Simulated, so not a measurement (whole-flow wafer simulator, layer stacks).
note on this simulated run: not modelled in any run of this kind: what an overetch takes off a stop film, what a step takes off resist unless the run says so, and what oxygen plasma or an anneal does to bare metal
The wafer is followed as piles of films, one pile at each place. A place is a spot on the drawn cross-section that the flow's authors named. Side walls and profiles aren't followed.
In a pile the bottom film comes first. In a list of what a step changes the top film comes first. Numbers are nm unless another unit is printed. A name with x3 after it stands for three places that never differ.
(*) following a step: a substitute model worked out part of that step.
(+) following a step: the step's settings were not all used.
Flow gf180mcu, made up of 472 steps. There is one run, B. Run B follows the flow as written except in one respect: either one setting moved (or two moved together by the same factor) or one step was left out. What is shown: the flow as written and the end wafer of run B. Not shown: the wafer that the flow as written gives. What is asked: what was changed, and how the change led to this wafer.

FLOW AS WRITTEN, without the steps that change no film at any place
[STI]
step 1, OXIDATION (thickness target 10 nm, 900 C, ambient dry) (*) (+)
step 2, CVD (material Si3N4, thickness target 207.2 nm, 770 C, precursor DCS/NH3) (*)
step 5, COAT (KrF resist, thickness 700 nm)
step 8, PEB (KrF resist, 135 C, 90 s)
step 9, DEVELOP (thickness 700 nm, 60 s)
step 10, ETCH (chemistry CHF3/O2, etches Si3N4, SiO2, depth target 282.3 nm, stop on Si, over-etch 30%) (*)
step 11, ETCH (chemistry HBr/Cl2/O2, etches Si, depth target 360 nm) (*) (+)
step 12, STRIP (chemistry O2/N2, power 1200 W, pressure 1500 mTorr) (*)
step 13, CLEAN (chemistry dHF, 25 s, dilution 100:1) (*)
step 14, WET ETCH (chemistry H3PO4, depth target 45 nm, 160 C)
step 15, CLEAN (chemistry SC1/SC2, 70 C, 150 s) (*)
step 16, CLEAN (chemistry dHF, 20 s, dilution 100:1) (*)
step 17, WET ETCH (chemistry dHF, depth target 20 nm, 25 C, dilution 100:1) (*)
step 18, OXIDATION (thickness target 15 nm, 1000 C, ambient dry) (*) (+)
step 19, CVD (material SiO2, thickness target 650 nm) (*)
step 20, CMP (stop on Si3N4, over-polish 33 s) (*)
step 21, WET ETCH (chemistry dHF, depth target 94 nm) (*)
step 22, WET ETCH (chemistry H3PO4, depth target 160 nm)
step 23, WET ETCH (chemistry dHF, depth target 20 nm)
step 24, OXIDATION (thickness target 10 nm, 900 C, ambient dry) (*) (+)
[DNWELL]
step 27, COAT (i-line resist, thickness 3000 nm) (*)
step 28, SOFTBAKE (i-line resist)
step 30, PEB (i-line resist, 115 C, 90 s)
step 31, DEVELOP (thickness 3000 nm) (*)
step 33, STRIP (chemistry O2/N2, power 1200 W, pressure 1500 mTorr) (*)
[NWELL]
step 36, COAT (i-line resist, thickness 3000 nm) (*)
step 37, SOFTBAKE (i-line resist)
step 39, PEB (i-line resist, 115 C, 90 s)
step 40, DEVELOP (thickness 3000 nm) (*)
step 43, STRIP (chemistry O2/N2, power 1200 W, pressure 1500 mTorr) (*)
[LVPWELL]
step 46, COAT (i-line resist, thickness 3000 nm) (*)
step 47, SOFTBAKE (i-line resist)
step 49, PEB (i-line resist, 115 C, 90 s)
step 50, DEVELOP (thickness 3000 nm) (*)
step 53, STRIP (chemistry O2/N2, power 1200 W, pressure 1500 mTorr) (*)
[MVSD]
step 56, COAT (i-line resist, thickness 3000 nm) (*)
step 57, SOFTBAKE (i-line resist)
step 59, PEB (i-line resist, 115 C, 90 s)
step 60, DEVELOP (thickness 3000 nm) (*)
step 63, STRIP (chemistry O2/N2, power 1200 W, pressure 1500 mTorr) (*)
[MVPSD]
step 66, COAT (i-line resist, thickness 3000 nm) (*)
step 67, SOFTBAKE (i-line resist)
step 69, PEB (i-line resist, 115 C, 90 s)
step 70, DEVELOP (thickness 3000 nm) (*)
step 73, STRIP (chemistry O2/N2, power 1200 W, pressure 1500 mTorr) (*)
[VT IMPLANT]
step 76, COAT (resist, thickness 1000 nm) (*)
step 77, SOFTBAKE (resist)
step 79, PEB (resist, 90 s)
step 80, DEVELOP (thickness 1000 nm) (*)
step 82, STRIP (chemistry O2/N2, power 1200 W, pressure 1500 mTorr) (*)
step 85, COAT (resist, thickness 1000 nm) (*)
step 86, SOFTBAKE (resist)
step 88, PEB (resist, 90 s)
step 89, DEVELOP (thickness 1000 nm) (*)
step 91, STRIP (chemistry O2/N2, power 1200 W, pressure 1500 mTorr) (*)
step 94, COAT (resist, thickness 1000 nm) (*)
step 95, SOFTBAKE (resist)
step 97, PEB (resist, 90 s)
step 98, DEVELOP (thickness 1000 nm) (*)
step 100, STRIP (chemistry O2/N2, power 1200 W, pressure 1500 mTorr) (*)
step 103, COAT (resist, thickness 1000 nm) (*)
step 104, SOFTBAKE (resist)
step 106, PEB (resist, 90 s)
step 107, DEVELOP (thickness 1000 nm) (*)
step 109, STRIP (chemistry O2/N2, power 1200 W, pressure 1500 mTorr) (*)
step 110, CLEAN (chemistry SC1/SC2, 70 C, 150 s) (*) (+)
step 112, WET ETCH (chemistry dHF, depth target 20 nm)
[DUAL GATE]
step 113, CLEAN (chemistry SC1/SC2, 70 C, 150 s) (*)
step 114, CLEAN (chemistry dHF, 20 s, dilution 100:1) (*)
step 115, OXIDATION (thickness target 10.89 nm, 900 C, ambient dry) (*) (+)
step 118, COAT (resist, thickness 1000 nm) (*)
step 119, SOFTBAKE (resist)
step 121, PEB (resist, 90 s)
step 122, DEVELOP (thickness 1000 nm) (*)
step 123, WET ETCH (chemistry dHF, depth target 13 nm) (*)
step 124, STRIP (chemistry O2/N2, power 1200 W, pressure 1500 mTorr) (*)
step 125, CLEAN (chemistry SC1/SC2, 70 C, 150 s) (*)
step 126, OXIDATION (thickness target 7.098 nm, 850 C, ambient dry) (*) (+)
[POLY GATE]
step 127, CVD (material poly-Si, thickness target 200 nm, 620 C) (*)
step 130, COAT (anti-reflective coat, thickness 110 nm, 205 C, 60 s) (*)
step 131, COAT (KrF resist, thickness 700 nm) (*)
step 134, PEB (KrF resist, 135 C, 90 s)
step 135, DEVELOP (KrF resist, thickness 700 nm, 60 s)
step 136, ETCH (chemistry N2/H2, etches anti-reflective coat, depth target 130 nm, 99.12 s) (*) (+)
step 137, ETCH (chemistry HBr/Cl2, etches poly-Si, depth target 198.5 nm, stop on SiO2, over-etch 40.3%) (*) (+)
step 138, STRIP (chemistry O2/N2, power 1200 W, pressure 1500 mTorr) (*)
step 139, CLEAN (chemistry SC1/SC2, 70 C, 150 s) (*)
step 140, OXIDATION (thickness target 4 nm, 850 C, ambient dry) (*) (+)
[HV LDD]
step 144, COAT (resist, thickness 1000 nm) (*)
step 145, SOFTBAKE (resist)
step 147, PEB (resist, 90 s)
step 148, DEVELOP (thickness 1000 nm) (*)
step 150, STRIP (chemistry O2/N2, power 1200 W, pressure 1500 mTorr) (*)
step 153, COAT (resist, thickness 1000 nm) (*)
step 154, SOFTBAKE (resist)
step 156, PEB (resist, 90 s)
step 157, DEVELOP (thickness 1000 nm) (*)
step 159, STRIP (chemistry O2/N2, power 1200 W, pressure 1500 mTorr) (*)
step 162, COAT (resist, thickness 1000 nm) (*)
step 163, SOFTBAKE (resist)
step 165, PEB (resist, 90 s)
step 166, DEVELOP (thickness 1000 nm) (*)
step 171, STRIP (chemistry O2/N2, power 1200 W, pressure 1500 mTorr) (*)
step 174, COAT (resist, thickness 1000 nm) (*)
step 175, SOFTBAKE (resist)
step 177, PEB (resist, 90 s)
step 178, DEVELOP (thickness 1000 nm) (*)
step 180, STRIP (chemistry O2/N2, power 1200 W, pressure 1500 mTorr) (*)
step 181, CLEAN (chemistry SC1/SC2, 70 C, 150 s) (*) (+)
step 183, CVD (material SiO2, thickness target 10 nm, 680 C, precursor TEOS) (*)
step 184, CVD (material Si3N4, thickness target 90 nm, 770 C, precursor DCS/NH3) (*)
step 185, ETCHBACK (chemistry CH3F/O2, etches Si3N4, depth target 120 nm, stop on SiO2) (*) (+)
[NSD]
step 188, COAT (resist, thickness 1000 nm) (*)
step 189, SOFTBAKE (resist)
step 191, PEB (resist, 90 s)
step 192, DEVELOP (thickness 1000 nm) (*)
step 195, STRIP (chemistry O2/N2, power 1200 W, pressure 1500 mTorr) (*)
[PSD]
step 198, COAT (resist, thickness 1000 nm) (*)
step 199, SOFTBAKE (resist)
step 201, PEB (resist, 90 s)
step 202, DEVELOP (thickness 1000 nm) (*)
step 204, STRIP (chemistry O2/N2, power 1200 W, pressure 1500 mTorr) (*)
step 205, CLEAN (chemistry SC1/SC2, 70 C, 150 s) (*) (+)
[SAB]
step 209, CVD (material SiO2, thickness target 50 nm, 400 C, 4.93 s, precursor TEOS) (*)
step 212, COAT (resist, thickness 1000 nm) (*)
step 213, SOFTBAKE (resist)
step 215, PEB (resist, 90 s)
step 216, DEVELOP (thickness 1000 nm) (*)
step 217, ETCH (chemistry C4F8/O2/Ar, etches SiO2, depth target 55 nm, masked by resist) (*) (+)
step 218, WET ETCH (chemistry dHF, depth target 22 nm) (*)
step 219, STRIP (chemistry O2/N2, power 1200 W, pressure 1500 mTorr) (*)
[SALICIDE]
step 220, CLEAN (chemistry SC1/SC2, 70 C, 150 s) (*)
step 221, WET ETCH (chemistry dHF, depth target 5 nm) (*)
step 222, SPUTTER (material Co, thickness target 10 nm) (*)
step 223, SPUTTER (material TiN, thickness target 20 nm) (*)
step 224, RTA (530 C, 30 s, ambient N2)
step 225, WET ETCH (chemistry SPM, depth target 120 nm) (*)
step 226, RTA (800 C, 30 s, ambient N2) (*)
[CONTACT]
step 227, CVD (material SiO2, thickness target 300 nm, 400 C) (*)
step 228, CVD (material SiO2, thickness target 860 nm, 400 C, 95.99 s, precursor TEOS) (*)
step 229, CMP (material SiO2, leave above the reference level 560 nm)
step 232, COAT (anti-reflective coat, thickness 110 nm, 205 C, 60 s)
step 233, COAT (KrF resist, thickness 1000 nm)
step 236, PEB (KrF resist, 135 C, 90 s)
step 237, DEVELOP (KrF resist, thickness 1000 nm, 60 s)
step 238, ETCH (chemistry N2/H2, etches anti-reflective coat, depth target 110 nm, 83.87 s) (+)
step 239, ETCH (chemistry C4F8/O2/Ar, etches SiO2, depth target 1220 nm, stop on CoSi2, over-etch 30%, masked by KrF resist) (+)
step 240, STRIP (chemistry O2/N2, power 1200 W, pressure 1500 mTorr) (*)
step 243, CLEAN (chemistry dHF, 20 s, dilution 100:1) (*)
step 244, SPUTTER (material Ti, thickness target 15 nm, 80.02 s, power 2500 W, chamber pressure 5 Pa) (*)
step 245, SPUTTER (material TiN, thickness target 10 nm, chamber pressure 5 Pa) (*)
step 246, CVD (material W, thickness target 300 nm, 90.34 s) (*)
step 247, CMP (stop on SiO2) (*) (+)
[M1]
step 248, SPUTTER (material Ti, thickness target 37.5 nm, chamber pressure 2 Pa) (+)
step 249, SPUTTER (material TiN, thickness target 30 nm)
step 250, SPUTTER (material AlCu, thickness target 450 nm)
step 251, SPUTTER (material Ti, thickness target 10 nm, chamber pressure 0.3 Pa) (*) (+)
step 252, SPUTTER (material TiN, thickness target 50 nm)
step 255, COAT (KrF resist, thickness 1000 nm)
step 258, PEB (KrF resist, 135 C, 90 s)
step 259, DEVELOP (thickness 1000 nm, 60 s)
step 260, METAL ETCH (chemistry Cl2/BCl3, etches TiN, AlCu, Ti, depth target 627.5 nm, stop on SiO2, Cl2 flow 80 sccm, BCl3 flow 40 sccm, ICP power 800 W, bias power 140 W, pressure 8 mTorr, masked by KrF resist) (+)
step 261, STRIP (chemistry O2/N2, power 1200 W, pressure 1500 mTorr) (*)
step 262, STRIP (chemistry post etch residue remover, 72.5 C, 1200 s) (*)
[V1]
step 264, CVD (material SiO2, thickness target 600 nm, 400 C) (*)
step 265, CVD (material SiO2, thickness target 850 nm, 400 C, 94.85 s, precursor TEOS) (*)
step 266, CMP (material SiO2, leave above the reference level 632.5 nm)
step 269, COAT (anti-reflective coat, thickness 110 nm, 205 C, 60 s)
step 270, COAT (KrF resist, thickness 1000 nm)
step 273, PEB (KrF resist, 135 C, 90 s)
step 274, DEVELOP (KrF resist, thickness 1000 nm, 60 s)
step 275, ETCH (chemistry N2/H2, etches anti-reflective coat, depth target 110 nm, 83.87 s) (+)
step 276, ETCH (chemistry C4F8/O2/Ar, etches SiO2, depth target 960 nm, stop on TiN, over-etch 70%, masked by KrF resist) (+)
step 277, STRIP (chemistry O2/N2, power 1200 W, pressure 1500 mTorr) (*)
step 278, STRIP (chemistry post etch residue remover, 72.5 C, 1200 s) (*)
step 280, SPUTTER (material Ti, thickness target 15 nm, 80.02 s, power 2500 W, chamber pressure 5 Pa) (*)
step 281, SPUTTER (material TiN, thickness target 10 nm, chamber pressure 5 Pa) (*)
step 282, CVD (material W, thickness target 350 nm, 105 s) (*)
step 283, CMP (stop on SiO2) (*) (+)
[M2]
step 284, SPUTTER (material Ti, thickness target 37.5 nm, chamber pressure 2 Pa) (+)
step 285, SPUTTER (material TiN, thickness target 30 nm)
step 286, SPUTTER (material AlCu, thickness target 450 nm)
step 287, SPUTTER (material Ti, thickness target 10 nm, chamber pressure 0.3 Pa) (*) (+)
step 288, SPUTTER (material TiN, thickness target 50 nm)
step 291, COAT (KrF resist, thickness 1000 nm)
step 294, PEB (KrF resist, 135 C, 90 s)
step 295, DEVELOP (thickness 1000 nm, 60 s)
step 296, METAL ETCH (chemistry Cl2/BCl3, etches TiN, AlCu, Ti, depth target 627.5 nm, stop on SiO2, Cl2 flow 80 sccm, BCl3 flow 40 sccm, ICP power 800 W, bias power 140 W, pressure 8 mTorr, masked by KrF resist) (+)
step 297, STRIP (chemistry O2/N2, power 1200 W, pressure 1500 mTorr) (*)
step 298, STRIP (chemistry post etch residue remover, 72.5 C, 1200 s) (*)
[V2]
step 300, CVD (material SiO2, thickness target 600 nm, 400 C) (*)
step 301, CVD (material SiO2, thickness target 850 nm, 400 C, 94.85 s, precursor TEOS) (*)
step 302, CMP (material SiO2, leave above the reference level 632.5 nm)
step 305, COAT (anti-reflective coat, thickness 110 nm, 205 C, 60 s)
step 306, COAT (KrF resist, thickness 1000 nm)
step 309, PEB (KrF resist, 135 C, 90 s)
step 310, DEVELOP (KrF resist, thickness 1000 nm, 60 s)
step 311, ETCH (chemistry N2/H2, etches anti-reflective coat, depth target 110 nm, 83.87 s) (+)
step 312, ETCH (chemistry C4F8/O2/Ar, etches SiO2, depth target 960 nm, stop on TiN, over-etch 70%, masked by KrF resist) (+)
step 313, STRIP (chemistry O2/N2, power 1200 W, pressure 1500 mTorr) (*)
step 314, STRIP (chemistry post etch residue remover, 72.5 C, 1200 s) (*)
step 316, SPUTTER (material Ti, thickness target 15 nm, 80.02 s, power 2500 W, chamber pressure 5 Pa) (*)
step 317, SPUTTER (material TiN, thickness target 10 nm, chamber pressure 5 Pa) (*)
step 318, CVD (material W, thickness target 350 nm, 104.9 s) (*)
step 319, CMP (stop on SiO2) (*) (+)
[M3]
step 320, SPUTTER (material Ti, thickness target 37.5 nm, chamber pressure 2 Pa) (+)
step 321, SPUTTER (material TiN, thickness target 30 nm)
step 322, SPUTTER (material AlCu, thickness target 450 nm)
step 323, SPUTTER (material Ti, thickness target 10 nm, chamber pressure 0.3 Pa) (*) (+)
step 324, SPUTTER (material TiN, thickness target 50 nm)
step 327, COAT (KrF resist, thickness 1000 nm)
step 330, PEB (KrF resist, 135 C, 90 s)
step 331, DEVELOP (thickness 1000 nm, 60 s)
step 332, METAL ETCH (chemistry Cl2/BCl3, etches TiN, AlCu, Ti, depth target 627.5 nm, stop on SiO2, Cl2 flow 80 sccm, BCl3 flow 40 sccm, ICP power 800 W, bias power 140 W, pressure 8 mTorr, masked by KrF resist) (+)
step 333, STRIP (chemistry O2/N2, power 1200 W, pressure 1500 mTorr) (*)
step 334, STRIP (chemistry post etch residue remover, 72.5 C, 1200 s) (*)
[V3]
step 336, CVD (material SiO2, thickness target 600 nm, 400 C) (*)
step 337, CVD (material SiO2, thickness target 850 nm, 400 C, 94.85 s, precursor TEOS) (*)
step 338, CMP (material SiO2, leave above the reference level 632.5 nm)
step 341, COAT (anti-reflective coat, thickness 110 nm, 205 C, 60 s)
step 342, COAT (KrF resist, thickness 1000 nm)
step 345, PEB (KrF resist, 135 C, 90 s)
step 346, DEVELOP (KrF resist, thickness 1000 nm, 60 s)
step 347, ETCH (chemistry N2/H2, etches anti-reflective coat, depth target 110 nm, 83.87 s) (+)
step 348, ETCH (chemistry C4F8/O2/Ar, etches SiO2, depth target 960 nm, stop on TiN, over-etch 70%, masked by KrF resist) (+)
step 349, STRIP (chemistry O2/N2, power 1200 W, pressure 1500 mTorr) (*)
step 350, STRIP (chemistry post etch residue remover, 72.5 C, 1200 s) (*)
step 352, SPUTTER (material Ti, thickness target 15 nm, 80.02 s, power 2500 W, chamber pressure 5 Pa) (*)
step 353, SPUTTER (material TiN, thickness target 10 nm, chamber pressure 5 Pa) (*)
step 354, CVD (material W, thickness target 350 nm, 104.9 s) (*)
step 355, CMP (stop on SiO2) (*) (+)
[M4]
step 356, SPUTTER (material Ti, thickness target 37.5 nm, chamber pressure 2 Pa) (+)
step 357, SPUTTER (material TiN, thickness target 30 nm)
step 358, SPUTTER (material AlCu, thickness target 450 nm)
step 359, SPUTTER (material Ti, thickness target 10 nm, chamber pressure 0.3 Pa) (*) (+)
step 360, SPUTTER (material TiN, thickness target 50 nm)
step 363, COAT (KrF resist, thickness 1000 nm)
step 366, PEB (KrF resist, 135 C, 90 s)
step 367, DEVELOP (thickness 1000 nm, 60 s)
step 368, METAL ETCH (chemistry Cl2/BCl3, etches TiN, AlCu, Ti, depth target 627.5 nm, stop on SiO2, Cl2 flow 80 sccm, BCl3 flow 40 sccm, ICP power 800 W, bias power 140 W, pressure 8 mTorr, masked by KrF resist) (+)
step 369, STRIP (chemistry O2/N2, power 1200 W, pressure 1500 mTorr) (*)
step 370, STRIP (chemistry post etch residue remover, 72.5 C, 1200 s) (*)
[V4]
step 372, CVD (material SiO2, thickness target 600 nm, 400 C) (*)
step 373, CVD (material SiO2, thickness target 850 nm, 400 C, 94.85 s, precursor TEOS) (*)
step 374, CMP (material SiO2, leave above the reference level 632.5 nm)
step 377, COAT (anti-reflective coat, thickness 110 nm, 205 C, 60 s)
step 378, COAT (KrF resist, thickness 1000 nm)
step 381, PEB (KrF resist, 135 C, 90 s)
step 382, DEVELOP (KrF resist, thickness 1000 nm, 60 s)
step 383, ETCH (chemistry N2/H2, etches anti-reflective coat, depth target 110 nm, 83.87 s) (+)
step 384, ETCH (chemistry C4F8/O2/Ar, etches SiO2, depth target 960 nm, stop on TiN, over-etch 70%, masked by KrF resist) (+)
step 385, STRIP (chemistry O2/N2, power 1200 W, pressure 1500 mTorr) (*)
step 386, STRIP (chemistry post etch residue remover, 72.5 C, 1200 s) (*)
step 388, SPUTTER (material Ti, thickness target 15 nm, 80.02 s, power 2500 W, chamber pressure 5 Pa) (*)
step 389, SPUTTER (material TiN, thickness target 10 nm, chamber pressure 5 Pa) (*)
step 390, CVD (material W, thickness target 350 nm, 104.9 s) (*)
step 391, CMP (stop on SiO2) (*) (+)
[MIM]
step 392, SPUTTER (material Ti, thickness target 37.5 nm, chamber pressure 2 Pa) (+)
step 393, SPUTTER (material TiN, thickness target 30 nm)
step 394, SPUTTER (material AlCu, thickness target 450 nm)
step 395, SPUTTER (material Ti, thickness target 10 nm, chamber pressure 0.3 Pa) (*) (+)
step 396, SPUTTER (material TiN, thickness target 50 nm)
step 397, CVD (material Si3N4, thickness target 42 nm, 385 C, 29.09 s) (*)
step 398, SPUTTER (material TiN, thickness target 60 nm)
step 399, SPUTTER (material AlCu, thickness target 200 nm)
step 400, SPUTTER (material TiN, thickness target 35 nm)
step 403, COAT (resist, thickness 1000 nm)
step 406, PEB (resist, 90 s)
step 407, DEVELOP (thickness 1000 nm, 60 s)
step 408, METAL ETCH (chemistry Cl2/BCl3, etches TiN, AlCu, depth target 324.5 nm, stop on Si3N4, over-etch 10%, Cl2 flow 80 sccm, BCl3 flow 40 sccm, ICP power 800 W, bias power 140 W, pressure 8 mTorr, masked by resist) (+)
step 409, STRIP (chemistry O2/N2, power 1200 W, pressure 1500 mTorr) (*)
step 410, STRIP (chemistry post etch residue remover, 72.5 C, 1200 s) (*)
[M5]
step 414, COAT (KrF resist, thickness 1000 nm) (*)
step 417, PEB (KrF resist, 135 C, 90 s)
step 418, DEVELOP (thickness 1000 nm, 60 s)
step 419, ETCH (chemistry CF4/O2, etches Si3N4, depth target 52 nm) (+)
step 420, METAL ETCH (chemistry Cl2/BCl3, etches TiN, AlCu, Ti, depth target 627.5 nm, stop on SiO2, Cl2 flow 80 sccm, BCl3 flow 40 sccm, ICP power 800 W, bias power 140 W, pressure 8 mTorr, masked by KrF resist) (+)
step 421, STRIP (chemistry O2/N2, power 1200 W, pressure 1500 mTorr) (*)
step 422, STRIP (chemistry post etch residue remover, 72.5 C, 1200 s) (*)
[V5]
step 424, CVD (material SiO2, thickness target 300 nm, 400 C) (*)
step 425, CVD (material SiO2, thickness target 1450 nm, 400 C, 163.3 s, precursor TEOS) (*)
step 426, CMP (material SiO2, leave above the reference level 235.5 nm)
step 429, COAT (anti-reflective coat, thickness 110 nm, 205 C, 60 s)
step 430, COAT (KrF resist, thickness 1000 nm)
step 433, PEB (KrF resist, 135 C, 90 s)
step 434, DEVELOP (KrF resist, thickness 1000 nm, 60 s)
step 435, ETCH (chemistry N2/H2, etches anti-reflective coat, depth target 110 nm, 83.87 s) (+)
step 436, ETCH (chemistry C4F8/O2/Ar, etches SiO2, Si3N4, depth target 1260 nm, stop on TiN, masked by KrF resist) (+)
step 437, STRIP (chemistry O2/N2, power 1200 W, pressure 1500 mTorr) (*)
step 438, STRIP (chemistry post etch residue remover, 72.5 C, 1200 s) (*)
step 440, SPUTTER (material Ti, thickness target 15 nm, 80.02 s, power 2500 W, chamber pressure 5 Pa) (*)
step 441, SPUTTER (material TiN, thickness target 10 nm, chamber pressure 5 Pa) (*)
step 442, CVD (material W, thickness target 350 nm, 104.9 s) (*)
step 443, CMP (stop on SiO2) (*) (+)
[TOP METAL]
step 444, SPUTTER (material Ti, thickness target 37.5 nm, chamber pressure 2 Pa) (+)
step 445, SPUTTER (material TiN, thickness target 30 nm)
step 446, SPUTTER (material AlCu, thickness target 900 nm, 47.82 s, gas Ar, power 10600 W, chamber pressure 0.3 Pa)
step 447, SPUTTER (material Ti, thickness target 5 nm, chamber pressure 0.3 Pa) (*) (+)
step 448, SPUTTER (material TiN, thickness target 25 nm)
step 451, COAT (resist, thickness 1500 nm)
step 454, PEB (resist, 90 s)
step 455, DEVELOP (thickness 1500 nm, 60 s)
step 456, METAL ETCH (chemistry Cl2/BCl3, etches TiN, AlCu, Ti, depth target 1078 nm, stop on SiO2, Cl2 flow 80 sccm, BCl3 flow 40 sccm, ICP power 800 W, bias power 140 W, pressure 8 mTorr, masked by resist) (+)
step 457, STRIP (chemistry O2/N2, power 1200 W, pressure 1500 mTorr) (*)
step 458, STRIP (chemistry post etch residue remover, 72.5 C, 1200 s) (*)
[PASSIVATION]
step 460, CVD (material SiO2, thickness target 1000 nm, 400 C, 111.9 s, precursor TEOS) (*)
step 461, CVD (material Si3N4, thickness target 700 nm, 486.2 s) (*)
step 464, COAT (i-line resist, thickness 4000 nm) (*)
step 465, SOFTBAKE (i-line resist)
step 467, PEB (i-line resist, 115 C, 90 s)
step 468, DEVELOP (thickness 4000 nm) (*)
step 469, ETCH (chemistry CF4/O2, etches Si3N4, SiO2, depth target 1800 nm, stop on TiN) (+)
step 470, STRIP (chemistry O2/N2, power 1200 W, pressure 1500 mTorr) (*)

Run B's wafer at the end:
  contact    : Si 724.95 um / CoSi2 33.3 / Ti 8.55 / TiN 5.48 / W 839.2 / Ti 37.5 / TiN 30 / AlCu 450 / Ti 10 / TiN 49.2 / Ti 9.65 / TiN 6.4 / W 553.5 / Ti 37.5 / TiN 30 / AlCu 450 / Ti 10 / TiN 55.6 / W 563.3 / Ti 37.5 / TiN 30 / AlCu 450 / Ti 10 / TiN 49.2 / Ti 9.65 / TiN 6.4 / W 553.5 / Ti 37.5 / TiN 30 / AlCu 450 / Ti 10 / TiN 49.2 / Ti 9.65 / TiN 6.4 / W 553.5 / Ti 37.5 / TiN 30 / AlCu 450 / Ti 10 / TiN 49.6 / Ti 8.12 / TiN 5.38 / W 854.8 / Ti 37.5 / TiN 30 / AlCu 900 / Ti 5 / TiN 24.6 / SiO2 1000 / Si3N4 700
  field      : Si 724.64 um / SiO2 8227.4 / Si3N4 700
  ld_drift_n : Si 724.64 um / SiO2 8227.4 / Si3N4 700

The reason: step 316, SPUTTER: material Ti, thickness target 15 nm, 80.02 s, power 2500 W, chamber pressure 5 Pa (*), was not run.

How this came from the change, step by step:
  step 317, SPUTTER (material TiN, thickness target 10 nm, chamber pressure 5 Pa) (*)
      contact: +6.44 TiN (as written it would have been: +6.4 TiN (new film))
  step 319, CMP (stop on SiO2) (*) (+)
      field, field__w1, field__w2 and 107 more: -350 W (all of it), -10 TiN (all of it), -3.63 SiO2 (as written it would have been: -350 W (all of it), -10 TiN (all of it), -15 Ti (all of it), -3.78 SiO2)
      contact: -363.6 W (as written it would have been: -378.8 W)
